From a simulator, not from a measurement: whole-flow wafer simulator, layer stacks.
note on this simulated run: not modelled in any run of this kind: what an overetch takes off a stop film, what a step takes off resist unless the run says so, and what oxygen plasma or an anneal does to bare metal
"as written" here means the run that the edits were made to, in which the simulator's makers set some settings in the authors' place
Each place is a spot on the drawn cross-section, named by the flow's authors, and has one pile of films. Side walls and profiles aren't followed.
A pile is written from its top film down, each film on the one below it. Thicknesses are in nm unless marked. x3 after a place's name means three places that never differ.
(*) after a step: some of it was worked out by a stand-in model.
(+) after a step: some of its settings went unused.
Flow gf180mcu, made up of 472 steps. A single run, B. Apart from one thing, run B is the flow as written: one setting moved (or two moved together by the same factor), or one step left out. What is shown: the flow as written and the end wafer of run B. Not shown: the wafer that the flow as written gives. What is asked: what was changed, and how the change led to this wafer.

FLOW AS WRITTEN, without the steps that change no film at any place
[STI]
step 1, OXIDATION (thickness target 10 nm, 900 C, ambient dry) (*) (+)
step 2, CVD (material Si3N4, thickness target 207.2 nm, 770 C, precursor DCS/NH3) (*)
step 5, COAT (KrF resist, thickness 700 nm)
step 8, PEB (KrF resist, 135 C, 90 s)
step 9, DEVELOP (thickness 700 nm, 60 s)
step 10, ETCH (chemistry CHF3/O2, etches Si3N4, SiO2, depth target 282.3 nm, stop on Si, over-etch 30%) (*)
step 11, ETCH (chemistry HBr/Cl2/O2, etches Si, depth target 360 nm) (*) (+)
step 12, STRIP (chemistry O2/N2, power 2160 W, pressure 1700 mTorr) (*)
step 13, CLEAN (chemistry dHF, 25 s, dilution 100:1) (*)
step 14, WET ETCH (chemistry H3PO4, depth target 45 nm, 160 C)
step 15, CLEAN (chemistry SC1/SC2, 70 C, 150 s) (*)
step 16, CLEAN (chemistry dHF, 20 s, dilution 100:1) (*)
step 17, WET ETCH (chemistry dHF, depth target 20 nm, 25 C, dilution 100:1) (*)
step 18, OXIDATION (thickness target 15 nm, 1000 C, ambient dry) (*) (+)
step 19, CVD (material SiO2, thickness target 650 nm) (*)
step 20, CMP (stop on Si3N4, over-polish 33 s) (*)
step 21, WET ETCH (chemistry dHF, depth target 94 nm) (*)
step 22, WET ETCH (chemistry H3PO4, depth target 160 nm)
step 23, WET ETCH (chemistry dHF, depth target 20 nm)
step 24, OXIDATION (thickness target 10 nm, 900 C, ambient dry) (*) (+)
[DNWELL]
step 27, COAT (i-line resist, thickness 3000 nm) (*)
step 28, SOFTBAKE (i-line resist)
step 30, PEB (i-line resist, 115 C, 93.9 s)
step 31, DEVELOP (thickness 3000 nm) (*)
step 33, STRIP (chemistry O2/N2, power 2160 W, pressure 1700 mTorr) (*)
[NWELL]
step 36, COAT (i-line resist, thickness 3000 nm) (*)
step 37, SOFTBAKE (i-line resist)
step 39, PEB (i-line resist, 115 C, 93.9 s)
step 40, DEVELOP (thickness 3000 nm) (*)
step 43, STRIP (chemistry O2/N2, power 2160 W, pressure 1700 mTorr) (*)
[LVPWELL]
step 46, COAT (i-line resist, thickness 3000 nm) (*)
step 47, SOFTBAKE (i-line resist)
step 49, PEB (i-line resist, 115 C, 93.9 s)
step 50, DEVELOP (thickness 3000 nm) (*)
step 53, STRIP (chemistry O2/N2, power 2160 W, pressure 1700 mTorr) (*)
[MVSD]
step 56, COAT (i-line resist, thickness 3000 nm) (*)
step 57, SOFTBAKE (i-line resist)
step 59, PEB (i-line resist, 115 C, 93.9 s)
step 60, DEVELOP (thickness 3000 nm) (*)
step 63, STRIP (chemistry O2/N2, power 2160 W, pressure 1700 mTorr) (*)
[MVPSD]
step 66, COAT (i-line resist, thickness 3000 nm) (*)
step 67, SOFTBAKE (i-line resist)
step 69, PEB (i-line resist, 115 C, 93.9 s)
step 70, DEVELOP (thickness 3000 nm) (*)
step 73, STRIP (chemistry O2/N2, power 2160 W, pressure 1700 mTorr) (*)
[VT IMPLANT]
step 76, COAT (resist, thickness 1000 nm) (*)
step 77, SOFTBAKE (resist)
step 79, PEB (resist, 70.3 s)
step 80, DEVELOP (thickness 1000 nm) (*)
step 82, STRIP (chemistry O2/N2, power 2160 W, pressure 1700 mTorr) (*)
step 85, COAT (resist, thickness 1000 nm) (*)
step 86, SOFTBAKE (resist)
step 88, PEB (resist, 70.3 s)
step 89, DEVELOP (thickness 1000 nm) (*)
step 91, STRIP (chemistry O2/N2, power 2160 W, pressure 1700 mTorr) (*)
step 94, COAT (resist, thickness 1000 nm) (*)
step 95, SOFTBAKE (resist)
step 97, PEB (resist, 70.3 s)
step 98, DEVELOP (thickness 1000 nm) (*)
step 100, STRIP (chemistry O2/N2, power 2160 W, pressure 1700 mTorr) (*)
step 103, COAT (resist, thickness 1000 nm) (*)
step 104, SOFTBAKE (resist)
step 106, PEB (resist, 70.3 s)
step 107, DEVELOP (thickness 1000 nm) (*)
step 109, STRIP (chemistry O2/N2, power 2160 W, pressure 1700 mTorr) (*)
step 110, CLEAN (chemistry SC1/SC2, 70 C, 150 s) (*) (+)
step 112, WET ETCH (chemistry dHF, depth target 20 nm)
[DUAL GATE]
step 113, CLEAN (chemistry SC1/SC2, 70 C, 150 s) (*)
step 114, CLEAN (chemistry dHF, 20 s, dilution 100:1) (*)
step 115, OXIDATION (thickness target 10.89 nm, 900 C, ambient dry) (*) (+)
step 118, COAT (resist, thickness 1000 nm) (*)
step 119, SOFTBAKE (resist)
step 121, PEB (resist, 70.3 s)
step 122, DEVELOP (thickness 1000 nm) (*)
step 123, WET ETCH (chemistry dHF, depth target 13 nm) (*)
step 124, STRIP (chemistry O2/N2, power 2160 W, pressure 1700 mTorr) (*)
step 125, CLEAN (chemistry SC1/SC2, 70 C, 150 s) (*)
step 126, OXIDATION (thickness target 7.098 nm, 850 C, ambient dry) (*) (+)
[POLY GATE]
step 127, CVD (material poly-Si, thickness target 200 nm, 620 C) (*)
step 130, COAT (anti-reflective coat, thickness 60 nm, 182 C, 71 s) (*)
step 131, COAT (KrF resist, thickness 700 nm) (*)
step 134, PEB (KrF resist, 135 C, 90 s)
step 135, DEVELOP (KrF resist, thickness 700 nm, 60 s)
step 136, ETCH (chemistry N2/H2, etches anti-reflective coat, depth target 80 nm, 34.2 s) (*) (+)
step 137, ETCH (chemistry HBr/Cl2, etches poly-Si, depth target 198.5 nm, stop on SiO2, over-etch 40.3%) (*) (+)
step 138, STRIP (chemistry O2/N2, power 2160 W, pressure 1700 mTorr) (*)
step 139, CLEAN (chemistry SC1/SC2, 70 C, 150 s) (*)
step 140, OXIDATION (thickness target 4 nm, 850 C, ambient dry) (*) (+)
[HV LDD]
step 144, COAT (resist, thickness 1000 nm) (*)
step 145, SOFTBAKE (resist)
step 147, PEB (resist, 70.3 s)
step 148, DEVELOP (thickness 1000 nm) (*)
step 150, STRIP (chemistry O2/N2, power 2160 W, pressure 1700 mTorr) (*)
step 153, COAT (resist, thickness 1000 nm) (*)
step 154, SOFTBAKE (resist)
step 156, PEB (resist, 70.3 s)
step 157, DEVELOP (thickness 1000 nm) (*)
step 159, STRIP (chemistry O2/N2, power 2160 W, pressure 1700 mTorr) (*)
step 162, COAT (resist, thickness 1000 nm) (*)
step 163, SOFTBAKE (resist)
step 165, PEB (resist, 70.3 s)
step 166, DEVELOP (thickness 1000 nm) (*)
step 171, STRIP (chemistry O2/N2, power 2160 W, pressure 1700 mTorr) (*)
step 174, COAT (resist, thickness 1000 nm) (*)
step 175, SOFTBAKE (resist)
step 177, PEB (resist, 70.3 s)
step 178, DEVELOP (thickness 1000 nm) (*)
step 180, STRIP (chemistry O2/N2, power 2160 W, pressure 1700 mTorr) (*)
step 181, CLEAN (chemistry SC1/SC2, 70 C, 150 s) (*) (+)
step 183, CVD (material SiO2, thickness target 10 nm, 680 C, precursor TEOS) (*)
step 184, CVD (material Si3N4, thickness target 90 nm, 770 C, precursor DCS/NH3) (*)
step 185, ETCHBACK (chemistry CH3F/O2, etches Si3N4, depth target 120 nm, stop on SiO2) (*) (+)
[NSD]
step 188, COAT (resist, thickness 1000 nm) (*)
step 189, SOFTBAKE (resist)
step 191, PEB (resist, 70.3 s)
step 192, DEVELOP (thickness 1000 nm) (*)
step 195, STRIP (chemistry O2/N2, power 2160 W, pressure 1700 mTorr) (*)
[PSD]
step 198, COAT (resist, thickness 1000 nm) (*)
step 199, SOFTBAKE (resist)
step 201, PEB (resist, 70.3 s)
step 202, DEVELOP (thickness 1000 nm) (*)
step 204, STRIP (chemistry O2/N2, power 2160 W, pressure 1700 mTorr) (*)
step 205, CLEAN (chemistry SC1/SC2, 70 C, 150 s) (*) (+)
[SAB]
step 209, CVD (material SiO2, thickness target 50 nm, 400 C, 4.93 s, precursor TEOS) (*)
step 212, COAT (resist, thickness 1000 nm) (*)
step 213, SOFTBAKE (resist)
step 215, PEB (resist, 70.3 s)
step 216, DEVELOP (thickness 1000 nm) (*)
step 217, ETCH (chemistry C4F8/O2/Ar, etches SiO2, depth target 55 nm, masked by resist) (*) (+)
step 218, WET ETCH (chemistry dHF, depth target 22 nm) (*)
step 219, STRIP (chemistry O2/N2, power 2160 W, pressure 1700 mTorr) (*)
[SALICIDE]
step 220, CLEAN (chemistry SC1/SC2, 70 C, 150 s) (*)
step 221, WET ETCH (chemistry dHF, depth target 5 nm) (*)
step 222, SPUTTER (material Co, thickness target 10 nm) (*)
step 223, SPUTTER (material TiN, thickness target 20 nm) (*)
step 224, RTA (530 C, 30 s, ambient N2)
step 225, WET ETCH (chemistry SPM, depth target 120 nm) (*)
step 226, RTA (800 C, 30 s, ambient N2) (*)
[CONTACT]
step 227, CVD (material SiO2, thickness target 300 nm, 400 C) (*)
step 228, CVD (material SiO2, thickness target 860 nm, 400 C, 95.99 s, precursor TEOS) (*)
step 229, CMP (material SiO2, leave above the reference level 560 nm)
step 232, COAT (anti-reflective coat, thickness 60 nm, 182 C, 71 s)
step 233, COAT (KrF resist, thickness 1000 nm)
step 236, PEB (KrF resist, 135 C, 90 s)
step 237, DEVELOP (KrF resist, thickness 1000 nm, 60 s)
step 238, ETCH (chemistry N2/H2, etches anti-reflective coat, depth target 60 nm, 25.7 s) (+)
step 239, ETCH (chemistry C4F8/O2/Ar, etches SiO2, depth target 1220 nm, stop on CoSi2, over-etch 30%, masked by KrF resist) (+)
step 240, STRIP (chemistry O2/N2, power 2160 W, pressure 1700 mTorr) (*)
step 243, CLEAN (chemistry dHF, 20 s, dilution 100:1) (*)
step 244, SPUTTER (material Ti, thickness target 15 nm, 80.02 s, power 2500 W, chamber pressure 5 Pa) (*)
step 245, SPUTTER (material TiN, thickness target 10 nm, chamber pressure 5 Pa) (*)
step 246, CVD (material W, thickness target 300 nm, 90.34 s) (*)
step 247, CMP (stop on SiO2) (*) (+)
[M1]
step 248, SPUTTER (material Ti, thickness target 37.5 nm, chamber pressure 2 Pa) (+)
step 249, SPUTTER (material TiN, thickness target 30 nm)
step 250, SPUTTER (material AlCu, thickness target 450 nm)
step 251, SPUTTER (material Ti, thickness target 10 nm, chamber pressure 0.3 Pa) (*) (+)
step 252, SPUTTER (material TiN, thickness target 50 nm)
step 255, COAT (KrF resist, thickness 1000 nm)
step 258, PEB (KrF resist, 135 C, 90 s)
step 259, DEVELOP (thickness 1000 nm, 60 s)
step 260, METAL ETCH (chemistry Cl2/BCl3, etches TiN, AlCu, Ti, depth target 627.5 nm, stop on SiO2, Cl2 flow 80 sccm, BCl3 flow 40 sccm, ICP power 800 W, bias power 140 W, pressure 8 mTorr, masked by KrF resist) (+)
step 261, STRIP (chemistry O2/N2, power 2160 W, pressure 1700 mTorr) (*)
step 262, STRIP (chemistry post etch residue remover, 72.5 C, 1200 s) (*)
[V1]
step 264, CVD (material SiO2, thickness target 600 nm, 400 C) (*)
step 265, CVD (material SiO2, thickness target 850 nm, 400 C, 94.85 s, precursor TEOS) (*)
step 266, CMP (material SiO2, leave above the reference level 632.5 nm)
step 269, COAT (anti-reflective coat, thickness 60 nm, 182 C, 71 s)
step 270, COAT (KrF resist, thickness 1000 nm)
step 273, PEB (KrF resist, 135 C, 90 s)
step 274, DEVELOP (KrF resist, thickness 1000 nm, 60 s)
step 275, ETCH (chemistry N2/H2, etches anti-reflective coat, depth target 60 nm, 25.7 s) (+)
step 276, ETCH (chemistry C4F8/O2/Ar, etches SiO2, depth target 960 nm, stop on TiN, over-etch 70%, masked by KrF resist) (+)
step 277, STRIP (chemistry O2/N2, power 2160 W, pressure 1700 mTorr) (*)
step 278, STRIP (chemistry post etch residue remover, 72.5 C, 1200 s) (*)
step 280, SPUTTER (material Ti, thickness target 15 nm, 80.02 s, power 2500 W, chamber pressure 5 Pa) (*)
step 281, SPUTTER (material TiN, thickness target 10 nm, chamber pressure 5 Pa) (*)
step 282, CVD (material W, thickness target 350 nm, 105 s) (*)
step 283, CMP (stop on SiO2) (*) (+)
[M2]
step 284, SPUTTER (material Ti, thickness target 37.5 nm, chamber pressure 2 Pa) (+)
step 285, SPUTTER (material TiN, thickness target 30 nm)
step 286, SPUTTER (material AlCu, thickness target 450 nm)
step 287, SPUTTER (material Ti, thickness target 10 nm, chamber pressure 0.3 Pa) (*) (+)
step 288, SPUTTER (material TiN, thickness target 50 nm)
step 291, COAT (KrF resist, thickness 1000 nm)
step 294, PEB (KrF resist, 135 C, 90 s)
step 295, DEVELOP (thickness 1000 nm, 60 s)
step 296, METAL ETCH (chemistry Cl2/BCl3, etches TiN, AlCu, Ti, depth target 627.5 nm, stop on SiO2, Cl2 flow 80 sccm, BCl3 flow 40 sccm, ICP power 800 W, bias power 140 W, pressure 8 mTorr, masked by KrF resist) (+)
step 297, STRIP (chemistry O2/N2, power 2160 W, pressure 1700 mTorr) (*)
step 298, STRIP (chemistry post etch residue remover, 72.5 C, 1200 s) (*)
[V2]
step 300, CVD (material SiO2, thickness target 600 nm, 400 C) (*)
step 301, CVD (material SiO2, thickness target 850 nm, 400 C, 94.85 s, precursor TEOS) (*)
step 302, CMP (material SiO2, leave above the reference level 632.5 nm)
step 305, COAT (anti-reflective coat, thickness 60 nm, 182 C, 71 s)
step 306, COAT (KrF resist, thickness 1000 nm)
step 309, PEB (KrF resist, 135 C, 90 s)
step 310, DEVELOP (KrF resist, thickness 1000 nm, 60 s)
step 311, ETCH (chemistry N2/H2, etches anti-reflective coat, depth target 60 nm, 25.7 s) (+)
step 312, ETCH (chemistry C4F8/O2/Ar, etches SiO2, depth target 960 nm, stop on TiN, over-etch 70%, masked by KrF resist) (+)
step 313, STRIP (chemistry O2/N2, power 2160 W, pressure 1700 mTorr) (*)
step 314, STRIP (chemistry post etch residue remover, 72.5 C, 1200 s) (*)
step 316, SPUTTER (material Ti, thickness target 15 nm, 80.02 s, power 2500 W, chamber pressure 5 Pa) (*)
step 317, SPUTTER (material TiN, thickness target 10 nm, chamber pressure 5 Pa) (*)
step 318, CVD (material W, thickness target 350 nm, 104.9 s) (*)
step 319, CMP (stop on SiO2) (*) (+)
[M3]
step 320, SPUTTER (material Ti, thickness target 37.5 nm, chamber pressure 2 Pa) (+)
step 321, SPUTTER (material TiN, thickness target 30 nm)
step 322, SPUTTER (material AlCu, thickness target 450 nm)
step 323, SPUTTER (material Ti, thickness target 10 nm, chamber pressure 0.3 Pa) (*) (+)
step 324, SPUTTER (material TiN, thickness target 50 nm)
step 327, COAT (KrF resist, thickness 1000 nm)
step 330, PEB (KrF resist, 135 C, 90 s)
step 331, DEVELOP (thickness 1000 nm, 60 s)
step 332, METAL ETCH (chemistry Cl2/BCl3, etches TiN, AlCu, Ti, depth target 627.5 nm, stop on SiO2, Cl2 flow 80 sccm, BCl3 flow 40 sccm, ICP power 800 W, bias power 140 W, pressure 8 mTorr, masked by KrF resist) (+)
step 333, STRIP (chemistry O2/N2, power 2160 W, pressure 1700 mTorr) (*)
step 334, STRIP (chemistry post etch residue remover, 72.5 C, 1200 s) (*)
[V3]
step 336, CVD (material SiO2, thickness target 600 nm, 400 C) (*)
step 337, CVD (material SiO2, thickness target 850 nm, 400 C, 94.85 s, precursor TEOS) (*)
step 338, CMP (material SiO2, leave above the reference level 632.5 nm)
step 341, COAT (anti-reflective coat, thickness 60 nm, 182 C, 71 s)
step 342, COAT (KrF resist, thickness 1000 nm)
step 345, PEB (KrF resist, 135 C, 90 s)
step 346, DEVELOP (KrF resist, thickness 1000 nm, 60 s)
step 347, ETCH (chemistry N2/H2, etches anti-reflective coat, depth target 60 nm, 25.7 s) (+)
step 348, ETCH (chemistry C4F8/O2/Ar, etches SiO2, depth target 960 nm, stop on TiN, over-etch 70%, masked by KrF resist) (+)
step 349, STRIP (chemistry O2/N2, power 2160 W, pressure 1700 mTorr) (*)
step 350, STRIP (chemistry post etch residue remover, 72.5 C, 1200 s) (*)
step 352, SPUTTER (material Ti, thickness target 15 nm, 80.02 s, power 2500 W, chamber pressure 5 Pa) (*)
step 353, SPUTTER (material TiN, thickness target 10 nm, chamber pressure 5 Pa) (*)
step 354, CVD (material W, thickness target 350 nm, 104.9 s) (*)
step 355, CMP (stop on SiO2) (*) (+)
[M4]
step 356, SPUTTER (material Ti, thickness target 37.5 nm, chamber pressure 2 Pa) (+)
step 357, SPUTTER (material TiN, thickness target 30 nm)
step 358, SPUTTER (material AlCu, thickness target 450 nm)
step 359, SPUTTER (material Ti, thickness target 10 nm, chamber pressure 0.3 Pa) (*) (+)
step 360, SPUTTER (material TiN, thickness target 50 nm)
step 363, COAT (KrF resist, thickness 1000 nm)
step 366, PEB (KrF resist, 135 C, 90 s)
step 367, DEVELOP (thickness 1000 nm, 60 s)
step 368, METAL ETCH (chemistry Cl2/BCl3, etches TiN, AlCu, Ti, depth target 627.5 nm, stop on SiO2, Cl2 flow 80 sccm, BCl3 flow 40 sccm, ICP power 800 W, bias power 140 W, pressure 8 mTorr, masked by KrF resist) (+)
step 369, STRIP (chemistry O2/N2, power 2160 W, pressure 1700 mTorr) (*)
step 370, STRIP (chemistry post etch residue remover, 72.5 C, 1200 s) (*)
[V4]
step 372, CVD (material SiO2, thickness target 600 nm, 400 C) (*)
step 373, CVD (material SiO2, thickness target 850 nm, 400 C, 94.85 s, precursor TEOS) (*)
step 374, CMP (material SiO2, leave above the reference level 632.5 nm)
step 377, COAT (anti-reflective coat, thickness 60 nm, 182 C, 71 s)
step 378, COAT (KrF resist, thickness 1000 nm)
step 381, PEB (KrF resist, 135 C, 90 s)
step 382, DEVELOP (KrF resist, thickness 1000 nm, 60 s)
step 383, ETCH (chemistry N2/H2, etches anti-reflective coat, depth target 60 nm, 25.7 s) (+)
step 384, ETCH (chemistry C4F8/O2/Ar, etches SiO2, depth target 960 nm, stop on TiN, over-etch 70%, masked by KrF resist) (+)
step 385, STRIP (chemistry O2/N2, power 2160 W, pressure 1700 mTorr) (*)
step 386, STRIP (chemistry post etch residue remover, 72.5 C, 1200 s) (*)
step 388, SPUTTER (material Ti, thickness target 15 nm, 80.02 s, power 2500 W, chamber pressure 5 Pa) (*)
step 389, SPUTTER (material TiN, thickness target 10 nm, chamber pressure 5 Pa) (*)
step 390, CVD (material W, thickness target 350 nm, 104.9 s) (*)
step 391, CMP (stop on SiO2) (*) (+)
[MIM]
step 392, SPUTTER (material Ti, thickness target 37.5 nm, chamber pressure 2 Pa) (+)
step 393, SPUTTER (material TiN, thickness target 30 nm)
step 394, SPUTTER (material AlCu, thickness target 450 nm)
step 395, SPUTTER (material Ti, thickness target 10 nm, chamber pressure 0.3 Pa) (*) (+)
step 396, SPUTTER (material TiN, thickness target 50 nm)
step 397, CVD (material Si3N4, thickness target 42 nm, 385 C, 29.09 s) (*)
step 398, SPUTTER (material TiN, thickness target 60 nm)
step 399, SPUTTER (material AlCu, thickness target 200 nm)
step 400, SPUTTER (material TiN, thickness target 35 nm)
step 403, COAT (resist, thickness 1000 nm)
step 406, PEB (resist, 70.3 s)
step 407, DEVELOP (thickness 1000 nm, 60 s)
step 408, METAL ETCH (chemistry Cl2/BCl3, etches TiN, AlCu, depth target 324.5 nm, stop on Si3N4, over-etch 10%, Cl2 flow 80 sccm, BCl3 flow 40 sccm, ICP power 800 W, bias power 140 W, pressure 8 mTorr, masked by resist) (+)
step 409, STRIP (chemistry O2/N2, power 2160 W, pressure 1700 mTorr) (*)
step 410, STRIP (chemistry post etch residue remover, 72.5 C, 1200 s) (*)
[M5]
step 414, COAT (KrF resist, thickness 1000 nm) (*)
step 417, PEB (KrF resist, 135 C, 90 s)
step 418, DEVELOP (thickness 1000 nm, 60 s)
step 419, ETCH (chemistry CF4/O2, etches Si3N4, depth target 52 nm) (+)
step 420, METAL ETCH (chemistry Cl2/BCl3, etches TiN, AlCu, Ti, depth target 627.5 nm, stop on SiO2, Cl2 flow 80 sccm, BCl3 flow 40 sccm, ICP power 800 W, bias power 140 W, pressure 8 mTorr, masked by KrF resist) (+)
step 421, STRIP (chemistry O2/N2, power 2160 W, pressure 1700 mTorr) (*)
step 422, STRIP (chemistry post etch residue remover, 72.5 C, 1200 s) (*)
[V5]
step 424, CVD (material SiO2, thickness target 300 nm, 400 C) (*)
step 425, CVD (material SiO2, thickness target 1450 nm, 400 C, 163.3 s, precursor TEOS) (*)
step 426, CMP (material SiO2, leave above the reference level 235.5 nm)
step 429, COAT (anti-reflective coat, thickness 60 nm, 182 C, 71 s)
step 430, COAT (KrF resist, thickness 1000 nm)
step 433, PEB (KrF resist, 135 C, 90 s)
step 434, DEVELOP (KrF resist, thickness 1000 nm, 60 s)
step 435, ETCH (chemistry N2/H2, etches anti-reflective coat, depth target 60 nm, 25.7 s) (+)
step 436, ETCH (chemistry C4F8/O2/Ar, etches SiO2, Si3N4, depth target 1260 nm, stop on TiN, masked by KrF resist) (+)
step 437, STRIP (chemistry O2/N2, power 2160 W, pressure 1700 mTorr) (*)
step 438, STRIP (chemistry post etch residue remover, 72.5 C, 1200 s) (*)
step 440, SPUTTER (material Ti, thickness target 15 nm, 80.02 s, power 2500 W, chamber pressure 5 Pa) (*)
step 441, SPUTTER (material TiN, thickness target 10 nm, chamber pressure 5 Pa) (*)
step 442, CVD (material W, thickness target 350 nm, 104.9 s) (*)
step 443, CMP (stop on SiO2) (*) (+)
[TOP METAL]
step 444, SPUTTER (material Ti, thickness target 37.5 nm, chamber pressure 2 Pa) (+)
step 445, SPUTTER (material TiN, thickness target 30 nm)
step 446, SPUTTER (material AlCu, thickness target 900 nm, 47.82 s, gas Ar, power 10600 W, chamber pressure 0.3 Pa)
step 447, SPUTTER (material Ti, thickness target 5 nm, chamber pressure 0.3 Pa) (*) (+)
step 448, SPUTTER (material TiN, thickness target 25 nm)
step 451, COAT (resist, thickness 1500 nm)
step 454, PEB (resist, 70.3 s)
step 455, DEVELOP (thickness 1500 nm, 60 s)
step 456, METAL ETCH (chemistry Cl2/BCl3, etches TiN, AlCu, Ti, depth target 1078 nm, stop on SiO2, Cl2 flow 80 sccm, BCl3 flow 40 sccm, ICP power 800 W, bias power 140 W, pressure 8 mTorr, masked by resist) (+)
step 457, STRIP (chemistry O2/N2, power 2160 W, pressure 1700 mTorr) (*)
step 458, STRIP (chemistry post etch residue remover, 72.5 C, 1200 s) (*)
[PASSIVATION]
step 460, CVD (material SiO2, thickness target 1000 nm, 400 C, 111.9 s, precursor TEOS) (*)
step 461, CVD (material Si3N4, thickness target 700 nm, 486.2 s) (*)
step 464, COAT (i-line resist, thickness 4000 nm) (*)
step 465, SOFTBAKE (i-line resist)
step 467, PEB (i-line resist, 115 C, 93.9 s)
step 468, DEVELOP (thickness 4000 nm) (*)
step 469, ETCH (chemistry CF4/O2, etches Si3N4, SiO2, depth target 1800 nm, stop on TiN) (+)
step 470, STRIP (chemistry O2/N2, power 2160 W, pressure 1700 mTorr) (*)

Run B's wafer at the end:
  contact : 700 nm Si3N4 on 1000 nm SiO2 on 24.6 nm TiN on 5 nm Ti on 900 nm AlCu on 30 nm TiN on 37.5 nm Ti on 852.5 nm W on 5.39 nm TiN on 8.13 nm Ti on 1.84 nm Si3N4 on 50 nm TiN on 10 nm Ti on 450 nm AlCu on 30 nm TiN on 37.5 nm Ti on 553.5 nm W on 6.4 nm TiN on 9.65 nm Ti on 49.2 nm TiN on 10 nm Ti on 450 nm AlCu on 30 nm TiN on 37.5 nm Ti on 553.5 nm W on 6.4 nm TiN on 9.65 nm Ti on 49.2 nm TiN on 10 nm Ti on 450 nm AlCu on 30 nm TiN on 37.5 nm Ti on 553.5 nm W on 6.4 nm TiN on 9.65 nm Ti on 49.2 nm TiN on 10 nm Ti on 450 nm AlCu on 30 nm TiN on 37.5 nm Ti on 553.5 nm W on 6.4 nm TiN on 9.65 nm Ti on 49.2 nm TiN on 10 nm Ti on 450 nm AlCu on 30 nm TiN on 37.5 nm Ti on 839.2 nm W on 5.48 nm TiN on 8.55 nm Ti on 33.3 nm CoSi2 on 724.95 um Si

What caused this: step 436, ETCH: depth target 869 nm was run, though the flow has depth target 1260 nm.

The path from the change to this, step by step:
  step 436, ETCH (chemistry C4F8/O2/Ar, etches SiO2, Si3N4, depth target 1260 nm, stop on TiN, masked by KrF resist) (+)
      contact: SiO2 loses 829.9 (all of it), Si3N4 loses 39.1 (it would be, as written: SiO2 loses 829.9 (all of it), Si3N4 loses 41.3 (all of it))
      field, field__w1, field__w2 and 108 more: KrF resist loses 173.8 (it would be, as written: KrF resist loses 252)
  step 437, STRIP (chemistry O2/N2, power 2160 W, pressure 1700 mTorr) (*)
      field, field__w1, field__w2 and 108 more: KrF resist loses 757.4 (all of it), anti-reflective coat loses 60 (all of it) (it would be, as written: KrF resist loses 679.2 (all of it), anti-reflective coat loses 60 (all of it))
With metal films that touch counted as one body, contact has 2 bodies (between them, from the top down: Si3N4 1.84); the flow as written gives 1 body.
